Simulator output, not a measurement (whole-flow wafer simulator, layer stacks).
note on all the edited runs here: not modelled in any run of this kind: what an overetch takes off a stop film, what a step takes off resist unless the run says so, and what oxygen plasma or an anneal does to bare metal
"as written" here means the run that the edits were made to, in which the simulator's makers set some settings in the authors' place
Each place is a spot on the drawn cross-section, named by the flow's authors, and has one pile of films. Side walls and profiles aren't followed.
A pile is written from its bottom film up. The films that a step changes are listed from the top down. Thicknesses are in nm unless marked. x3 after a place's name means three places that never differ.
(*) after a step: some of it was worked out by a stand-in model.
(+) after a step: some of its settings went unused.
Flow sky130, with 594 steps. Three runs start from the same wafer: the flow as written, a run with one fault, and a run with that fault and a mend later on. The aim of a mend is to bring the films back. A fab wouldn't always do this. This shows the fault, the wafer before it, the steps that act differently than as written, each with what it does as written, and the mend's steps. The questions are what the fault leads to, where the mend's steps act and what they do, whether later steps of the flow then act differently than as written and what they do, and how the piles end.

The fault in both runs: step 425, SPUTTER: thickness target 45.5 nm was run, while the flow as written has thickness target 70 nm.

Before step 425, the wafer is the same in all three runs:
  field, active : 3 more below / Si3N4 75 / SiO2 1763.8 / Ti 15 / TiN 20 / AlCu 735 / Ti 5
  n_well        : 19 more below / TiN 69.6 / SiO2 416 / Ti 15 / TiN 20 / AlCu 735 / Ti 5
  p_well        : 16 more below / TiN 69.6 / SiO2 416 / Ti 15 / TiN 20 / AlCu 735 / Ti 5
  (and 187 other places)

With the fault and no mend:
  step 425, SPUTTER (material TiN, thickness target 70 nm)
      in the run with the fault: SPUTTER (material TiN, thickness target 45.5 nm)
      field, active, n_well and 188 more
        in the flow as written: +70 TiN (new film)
        in the run with the fault: +45.5 TiN (new film)
  Steps further on in the flow that do not act as written (8 other steps are not shown; they differ only slightly, by no more than 2% or 0.5 nm, whichever is larger):
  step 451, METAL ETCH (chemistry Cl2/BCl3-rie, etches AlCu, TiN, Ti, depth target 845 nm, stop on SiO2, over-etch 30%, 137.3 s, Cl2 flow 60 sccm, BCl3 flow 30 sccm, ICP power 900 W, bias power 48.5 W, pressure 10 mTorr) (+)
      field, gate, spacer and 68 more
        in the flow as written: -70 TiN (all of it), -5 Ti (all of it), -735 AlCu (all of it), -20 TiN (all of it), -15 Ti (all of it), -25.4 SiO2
        in the run with the fault: -45.5 TiN (all of it), -5 Ti (all of it), -735 AlCu (all of it), -20 TiN (all of it), -15 Ti (all of it), -27.8 SiO2
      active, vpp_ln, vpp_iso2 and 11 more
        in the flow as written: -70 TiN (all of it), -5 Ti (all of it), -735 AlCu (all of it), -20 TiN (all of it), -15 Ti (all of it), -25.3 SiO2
        in the run with the fault: -45.5 TiN (all of it), -5 Ti (all of it), -735 AlCu (all of it), -20 TiN (all of it), -15 Ti (all of it), -27.8 SiO2
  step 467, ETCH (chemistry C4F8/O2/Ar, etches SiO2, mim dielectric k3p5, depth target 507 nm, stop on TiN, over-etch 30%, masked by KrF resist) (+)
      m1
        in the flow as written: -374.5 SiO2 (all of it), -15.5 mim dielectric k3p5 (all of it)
        in the run with the fault: -399 SiO2 (all of it), -15.5 mim dielectric k3p5 (all of it)
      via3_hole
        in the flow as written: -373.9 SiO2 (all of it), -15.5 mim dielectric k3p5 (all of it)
        in the run with the fault: -398.4 SiO2 (all of it), -15.5 mim dielectric k3p5 (all of it)
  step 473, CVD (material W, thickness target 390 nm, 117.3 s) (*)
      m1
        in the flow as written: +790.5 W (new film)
        in the run with the fault: +815.3 W (new film)
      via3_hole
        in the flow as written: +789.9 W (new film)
        in the run with the fault: +814.7 W (new film)
  By the end, the piles at n_well, p_well, gate_hv and 104 more depart from the flow's by more than 2% or 0.5 nm, whichever is larger.
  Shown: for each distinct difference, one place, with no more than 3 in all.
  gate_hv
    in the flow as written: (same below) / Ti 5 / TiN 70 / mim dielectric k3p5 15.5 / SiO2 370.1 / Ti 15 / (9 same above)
    in the run with the fault: (same below) / Ti 5 / TiN 45.5 / mim dielectric k3p5 15.5 / SiO2 394.6 / Ti 15 / (9 same above)
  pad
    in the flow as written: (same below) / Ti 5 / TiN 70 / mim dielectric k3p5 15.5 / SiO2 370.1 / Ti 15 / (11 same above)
    in the run with the fault: (same below) / Ti 5 / TiN 45.5 / mim dielectric k3p5 15.5 / SiO2 394.6 / Ti 15 / (11 same above)
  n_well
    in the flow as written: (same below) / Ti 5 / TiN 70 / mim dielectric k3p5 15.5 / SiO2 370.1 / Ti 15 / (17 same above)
    in the run with the fault: (same below) / Ti 5 / TiN 45.5 / mim dielectric k3p5 15.5 / SiO2 394.6 / Ti 15 / (17 same above)

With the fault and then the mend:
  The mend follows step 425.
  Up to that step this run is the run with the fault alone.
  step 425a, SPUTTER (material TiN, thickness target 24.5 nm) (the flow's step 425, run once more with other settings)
      field, active, n_well and 188 more
        +24.5 TiN
  Every later step of the flow that is run acts as written at every place that is followed.
  By the end, the piles equal the flow's at every place that both follow.
